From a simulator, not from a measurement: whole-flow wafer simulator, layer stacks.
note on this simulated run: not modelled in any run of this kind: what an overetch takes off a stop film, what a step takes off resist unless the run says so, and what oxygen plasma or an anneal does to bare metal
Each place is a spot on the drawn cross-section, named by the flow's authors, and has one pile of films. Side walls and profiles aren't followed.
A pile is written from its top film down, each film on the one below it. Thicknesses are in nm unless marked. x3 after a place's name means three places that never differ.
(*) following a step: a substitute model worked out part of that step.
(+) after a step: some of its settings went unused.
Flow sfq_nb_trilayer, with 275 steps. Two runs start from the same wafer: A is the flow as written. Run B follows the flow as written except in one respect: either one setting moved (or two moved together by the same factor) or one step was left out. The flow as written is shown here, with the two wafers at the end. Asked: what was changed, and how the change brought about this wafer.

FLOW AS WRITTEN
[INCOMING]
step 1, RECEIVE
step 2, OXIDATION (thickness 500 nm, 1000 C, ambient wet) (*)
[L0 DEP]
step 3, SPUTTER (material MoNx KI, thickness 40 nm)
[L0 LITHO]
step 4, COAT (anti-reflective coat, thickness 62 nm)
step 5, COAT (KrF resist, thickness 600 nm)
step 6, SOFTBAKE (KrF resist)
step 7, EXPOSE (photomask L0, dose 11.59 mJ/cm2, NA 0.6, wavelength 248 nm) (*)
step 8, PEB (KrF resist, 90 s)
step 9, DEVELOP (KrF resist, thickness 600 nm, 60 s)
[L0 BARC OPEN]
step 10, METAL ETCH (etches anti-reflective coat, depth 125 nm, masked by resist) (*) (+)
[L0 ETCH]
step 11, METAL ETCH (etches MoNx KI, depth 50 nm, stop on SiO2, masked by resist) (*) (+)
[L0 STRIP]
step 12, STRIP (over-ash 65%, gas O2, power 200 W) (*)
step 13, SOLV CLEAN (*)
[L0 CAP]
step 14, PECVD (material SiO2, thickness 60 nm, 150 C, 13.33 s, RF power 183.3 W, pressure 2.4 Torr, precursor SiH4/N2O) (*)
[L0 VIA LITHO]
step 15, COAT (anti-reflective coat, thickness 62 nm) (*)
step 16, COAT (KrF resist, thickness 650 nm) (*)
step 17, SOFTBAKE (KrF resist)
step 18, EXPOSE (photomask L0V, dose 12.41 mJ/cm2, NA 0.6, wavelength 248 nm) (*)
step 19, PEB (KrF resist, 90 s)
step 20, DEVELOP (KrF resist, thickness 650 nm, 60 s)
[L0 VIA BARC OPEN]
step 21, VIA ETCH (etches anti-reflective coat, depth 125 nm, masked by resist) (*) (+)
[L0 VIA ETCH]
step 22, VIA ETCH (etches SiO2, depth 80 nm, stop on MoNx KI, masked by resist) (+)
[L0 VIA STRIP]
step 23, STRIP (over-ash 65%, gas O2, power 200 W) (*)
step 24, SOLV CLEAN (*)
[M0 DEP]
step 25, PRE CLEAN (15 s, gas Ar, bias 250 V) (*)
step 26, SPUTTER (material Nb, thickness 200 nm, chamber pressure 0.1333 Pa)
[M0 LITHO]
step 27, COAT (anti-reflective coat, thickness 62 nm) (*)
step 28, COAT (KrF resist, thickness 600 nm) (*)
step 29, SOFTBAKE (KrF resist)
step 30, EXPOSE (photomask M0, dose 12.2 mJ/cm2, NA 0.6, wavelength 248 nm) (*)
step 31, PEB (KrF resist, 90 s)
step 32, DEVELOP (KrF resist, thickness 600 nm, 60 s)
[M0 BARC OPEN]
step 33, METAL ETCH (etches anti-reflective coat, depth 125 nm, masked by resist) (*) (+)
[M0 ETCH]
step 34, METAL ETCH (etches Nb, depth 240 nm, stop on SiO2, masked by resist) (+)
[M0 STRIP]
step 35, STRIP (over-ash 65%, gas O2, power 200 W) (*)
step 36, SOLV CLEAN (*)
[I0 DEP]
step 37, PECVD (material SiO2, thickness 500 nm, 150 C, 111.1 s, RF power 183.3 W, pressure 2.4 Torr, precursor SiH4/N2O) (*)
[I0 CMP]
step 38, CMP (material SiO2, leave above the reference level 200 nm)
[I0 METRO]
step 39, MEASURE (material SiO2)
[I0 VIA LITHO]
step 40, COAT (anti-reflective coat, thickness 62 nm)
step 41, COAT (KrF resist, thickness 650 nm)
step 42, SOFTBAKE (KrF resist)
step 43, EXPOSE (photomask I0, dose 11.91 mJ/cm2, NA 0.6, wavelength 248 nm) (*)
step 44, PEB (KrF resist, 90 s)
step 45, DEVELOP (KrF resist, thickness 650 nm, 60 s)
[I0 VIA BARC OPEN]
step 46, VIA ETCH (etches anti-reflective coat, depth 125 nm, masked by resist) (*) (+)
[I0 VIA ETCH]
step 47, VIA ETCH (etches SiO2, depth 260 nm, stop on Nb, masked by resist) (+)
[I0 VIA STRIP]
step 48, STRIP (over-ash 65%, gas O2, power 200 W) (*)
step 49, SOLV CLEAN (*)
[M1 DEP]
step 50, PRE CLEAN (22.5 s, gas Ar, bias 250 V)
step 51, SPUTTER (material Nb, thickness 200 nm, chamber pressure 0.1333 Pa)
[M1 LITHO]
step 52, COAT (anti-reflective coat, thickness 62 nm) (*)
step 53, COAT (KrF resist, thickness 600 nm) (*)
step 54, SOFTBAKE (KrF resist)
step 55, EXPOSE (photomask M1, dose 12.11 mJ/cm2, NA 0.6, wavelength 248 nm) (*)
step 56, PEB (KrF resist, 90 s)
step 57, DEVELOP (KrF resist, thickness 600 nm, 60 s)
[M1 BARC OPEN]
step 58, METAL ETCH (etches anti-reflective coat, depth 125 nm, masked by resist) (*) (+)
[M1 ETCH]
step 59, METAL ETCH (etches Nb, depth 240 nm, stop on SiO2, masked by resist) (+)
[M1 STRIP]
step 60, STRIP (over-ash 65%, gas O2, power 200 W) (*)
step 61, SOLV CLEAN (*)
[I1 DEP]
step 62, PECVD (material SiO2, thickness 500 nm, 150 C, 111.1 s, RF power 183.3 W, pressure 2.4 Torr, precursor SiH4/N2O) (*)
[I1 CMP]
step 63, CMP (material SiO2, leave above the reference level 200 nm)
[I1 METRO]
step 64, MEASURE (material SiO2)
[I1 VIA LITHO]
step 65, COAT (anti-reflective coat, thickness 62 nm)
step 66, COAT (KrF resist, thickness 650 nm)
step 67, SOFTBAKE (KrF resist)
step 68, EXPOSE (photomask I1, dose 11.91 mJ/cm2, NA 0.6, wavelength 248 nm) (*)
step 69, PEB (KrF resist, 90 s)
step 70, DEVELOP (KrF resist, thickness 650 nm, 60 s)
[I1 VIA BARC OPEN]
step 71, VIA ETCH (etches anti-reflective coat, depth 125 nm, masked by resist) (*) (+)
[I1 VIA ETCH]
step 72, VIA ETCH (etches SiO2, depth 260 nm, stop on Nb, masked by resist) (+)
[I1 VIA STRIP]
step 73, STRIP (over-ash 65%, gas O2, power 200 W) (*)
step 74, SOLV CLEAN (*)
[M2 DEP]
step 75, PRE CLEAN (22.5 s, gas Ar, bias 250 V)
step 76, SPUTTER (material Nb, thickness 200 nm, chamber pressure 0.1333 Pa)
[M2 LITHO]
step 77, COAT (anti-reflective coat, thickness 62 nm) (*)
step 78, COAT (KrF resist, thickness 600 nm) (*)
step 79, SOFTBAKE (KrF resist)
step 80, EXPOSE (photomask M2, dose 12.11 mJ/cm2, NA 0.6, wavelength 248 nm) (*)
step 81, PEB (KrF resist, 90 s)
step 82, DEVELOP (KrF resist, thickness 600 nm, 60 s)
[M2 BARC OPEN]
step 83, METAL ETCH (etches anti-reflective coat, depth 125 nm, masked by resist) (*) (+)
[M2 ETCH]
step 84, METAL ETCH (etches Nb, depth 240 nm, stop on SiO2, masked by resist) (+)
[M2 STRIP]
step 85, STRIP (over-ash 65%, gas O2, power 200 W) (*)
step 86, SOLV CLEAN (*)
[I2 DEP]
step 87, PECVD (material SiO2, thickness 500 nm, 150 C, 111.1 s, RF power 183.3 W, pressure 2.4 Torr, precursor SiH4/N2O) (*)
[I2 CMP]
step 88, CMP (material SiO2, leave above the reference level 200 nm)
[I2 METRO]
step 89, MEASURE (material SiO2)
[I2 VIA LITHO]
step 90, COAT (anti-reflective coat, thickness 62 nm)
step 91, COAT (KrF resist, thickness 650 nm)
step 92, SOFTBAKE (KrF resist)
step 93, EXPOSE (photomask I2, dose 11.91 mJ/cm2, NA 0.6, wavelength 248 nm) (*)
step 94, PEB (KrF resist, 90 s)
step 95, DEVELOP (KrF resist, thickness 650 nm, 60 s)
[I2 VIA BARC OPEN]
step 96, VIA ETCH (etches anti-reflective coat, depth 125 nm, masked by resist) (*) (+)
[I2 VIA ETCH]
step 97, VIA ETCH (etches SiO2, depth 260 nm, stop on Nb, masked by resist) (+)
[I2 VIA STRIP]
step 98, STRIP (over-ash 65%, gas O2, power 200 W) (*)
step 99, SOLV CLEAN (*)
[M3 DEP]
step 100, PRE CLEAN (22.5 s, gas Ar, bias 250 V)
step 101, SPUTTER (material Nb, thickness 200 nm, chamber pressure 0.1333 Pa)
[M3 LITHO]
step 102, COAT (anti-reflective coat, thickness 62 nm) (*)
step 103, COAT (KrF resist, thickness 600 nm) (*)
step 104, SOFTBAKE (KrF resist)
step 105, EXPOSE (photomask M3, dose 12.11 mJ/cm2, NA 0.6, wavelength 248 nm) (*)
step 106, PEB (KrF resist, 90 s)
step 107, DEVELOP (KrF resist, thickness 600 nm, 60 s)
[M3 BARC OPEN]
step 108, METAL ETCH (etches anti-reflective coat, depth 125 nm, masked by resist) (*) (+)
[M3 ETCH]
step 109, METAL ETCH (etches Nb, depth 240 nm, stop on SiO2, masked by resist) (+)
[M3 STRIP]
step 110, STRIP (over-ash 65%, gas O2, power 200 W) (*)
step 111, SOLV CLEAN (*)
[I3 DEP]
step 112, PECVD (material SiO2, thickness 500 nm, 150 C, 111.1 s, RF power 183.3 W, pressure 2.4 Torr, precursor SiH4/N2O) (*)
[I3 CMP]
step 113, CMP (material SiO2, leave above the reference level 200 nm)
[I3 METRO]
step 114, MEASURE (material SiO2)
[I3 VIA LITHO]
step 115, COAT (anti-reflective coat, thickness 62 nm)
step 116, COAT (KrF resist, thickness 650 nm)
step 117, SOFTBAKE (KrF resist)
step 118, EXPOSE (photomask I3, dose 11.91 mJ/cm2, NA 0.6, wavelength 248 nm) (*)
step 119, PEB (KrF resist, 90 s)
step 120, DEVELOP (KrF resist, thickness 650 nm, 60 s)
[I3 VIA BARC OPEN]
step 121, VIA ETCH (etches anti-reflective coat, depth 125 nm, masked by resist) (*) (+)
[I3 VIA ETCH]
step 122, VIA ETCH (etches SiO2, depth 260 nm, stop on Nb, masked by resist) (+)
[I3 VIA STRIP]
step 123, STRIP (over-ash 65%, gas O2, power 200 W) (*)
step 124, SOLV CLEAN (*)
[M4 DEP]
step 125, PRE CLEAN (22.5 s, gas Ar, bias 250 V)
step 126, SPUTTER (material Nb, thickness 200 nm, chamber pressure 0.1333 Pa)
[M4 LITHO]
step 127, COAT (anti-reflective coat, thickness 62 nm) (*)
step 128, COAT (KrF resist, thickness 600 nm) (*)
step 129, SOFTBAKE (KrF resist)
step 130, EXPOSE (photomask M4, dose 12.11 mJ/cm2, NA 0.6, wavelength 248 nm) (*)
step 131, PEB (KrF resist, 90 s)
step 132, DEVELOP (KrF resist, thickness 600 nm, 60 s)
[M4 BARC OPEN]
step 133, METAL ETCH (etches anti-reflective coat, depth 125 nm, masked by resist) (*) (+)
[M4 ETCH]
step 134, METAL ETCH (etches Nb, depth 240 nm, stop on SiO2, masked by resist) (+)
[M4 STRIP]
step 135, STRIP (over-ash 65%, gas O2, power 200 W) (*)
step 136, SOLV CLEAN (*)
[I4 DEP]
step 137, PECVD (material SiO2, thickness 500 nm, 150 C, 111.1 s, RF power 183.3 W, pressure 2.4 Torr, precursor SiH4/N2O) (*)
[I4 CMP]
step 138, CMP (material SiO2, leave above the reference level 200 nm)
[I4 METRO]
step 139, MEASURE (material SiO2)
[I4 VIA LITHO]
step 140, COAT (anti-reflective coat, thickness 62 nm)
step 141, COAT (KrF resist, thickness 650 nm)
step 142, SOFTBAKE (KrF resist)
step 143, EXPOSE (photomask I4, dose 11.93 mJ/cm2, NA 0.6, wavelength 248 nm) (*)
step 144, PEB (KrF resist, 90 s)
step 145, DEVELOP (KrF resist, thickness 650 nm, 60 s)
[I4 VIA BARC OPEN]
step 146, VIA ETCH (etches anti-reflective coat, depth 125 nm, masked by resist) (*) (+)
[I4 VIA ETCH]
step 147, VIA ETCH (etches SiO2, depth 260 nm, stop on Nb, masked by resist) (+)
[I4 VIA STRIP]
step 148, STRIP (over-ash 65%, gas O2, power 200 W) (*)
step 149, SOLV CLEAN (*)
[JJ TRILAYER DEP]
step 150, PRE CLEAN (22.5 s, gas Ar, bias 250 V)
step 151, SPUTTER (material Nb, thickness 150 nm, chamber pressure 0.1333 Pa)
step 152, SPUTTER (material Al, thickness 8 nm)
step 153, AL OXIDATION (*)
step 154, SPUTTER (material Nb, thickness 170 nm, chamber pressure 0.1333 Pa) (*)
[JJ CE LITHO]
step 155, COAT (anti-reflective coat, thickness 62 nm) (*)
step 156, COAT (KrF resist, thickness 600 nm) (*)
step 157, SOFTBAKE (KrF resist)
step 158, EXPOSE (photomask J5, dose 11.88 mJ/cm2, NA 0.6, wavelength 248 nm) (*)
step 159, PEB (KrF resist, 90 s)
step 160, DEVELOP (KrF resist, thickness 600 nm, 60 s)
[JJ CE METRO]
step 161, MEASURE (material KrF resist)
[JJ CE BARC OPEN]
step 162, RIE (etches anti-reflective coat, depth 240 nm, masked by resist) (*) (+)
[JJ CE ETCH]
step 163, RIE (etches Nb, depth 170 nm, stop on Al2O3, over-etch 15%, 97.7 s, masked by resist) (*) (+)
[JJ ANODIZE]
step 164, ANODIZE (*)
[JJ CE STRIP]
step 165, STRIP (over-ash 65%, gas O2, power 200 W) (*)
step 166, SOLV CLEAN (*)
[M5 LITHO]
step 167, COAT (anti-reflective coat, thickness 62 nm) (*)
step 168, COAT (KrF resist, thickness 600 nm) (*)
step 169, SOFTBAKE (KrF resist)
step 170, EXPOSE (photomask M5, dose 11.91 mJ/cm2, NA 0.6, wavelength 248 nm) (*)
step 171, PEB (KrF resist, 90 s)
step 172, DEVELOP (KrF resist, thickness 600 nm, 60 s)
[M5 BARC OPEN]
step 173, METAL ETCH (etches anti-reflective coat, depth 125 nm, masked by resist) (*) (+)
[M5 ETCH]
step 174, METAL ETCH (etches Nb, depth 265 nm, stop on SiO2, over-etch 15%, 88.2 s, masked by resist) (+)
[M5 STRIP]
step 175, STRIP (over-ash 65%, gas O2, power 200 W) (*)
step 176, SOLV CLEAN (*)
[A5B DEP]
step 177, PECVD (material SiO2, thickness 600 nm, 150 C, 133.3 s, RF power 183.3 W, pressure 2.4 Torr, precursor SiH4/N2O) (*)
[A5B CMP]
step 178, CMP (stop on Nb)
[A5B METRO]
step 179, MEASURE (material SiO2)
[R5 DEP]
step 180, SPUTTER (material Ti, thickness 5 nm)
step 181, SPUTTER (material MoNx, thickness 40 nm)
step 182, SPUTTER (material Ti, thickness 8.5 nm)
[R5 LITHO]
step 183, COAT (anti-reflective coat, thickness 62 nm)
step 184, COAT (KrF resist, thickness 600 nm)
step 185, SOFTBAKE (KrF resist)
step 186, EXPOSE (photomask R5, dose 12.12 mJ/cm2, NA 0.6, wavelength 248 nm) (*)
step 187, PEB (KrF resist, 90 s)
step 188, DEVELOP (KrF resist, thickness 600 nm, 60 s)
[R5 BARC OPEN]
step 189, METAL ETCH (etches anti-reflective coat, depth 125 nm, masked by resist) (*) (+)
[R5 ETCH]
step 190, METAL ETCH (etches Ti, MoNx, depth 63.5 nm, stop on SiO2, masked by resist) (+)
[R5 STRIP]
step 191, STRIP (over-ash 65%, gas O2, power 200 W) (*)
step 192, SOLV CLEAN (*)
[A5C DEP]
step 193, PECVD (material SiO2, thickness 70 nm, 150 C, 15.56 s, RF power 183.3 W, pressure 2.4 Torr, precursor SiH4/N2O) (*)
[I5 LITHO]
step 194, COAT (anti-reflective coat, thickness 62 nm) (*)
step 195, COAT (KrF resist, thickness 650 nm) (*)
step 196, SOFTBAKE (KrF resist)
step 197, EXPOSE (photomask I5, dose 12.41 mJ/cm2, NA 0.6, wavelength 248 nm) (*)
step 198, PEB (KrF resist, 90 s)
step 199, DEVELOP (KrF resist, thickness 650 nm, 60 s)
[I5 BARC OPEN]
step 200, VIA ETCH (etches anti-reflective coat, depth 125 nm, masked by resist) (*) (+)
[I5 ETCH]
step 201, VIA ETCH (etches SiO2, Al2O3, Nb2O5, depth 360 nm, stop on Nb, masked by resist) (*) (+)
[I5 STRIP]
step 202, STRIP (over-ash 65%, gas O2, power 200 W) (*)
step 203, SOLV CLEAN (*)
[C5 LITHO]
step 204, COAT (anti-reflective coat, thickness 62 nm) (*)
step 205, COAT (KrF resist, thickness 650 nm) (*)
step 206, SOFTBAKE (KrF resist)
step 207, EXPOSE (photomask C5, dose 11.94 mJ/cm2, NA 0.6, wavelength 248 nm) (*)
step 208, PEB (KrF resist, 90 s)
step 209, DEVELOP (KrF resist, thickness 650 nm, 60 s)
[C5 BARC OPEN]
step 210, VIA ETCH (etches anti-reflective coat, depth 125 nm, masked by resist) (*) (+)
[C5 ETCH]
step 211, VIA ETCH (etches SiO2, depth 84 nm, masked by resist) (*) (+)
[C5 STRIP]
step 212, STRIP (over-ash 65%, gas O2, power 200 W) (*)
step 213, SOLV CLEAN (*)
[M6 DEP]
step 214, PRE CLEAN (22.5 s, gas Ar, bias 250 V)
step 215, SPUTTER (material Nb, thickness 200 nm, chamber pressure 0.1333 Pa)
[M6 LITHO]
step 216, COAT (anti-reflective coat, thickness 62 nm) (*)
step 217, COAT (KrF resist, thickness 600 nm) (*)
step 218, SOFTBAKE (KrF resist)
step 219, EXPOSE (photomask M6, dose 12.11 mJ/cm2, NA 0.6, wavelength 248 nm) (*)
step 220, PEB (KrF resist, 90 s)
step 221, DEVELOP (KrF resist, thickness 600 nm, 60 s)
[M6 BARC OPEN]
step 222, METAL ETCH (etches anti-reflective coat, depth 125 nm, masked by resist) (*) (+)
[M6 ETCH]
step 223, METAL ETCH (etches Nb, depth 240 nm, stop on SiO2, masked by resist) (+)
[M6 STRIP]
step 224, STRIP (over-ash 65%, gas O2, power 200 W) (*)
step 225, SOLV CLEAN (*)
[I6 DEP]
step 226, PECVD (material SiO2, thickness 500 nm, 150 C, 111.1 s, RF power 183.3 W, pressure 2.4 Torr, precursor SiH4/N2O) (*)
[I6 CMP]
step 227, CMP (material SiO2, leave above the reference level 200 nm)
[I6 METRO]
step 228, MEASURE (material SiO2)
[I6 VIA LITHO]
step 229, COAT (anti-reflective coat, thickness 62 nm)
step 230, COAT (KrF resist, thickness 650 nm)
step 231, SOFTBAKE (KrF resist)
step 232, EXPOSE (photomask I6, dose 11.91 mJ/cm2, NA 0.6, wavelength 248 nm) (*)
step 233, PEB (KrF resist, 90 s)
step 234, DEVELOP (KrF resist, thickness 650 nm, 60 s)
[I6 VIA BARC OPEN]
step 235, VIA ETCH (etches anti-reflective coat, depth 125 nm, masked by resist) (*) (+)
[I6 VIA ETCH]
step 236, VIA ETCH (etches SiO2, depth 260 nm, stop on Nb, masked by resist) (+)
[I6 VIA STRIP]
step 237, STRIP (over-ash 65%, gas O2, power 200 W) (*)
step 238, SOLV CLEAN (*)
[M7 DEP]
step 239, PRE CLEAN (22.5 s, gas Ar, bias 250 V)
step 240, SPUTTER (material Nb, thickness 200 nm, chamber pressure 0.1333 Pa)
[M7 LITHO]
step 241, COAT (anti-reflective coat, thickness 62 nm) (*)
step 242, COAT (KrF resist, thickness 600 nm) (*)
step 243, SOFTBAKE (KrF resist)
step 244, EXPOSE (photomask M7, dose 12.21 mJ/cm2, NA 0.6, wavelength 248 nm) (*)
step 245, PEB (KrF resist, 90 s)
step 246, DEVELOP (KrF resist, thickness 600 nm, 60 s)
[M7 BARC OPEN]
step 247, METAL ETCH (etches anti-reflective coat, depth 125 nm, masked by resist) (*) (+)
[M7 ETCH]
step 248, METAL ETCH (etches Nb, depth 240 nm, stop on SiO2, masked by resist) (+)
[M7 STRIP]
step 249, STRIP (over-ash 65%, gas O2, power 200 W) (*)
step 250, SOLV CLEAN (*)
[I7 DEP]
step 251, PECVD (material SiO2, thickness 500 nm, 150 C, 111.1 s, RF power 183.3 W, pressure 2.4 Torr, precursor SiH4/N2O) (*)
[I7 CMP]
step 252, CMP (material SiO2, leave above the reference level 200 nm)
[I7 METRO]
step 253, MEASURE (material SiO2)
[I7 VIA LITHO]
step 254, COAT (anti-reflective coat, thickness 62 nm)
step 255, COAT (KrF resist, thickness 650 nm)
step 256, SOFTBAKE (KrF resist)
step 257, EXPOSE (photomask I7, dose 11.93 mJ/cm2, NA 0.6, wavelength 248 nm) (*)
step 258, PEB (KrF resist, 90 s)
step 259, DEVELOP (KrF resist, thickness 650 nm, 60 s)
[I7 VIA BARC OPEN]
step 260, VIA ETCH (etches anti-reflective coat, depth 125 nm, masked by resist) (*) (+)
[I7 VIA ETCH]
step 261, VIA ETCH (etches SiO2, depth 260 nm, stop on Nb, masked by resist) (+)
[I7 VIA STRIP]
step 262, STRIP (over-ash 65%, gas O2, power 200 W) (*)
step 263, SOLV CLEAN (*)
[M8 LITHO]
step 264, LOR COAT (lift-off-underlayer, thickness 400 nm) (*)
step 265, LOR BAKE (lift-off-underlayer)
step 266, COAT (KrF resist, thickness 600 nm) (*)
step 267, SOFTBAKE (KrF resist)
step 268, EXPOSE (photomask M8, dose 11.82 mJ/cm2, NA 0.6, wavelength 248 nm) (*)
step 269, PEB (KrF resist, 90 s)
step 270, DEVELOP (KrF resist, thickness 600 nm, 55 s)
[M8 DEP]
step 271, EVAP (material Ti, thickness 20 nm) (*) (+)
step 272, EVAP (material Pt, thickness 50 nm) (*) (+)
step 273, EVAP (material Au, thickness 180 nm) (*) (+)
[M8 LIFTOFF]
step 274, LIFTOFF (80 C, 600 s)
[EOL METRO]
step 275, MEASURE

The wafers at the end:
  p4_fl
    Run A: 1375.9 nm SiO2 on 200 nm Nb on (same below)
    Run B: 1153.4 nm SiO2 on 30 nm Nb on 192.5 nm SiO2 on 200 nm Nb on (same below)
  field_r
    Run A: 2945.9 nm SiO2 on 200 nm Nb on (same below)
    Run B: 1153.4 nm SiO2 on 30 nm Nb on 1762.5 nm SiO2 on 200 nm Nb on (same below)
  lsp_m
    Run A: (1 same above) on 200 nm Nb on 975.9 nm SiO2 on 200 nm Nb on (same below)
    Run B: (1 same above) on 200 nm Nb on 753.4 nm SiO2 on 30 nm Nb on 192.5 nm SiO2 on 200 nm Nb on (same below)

Cause: step 174, METAL ETCH: depth 132 nm was run, while the flow as written has depth 265 nm; step 174, METAL ETCH: 44.1 s was run, where the flow has 88.2 s.

How this came from the change, step by step:
  step 174, METAL ETCH (etches Nb, depth 265 nm, stop on SiO2, over-etch 15%, 88.2 s, masked by resist) (+)
      field_l, r_sur, res and 50 more: A -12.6 Al2O3 (all of it), -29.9 Nb2O5 (all of it), -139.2 Nb (all of it), -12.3 SiO2 | B -12.6 Al2O3 (all of it), -29.9 Nb2O5 (all of it), -109.2 Nb
      v_sur, via_wl, via_w and 50 more: A -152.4 KrF resist | B -75.9 KrF resist
  step 175, STRIP (over-ash 65%, gas O2, power 200 W) (*)
      l0r_line_l, l0r_line_c, l0r_space_c and 27 more: A -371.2 KrF resist (all of it), -62 anti-reflective coat (all of it) | B -447.7 KrF resist (all of it), -62 anti-reflective coat (all of it)
      v_sur: A -349.2 KrF resist (all of it), -44.9 anti-reflective coat (all of it) | B -425.6 KrF resist (all of it), -44.9 anti-reflective coat (all of it)
      (and at 22 other places as well)
  step 177, PECVD (material SiO2, thickness 600 nm, 150 C, 133.3 s, RF power 183.3 W, pressure 2.4 Torr, precursor SiH4/N2O) (*)
      field_l, p4_fl, p4_fm and 39 more: A +600 SiO2 | B +600 SiO2 (new film)
      r_sur, res, r_end, moat, field_r, lsp_l: A +592.9 SiO2 | B +600 SiO2 (new film)
      (and at 5 other places as well)
  step 178, CMP (stop on Nb)
      field_l, p4_fl, p4_fm and 39 more: A -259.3 SiO2 | B -301.6 SiO2
      r_sur, res, r_end, moat, field_r, lsp_l: A -252.3 SiO2 | B -301.6 SiO2
      (and at 5 other places as well)
If metal films that touch count as one body, p4_fl has 3 bodies (between them, from the top down: SiO2 192.5; SiO2 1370); the flow as written gives 2 bodies (between them, from the top down: SiO2 1370).
If metal films that touch count as one body, field_r has 2 bodies (between them, from the top down: SiO2 1762.5); the flow as written gives 1 body.
If metal films that touch count as one body, lsp_m has 4 bodies (between them, from the top down: SiO2 753.4; SiO2 192.5; SiO2 1370); the flow as written gives 3 bodies (between them, from the top down: SiO2 975.9; SiO2 1370).
